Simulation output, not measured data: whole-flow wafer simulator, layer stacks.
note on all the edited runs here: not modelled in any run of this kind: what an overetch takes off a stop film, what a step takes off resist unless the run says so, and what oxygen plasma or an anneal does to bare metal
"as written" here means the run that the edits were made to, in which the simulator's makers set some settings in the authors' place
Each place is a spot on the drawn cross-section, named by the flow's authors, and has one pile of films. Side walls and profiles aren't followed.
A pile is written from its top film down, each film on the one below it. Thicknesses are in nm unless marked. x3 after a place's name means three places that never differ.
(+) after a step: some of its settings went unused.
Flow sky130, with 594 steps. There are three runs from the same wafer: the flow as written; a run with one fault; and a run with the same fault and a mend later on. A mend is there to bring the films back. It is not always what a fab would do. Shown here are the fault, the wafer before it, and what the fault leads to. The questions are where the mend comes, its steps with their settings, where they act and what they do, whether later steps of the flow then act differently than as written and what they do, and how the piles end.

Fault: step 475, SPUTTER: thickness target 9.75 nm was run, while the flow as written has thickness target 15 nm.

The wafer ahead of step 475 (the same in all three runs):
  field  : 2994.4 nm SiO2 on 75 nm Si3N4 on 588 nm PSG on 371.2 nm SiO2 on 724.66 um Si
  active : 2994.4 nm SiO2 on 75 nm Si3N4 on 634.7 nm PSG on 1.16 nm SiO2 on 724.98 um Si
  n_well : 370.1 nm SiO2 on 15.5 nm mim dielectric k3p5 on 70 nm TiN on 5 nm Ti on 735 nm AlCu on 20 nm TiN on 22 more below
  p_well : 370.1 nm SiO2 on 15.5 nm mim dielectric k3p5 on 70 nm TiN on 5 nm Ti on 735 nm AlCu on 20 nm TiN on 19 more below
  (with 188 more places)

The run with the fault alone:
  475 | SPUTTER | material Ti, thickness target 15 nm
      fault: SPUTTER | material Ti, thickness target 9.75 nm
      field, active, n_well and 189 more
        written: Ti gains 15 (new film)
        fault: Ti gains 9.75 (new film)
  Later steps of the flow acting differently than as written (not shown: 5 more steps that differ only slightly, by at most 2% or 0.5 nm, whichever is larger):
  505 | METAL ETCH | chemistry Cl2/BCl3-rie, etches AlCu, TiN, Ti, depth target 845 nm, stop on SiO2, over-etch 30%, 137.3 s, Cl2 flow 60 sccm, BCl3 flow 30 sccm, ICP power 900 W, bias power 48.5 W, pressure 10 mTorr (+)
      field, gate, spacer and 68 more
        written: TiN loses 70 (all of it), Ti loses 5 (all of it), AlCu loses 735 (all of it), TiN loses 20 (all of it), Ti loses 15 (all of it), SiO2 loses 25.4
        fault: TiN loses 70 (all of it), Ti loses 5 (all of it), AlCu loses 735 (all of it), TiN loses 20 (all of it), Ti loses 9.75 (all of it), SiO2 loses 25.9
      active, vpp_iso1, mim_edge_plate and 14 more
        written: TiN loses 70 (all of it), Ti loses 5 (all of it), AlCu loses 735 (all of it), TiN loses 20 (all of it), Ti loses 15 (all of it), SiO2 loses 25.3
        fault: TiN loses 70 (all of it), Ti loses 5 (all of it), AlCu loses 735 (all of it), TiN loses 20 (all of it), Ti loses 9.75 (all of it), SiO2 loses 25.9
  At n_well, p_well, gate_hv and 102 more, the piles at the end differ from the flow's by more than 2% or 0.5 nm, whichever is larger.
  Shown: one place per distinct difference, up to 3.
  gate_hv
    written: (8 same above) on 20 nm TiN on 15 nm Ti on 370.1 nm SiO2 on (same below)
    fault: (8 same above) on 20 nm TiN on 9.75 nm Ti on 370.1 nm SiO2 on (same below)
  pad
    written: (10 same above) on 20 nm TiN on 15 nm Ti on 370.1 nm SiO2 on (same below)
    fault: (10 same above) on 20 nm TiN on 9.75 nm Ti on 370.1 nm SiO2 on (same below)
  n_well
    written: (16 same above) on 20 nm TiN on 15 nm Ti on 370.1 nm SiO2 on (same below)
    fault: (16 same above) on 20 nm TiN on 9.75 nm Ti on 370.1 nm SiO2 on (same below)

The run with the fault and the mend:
  The mend follows step 475.
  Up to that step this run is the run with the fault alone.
  475a | SPUTTER | material Ti, thickness target 5.25 nm (the flow's step 475 again, with other settings)
      field, active, n_well and 189 more
        Ti gains 5.25
  None of the later steps of the flow acts differently than as written at any place that is followed.
  By the end, the piles equal the flow's at every place that both follow.
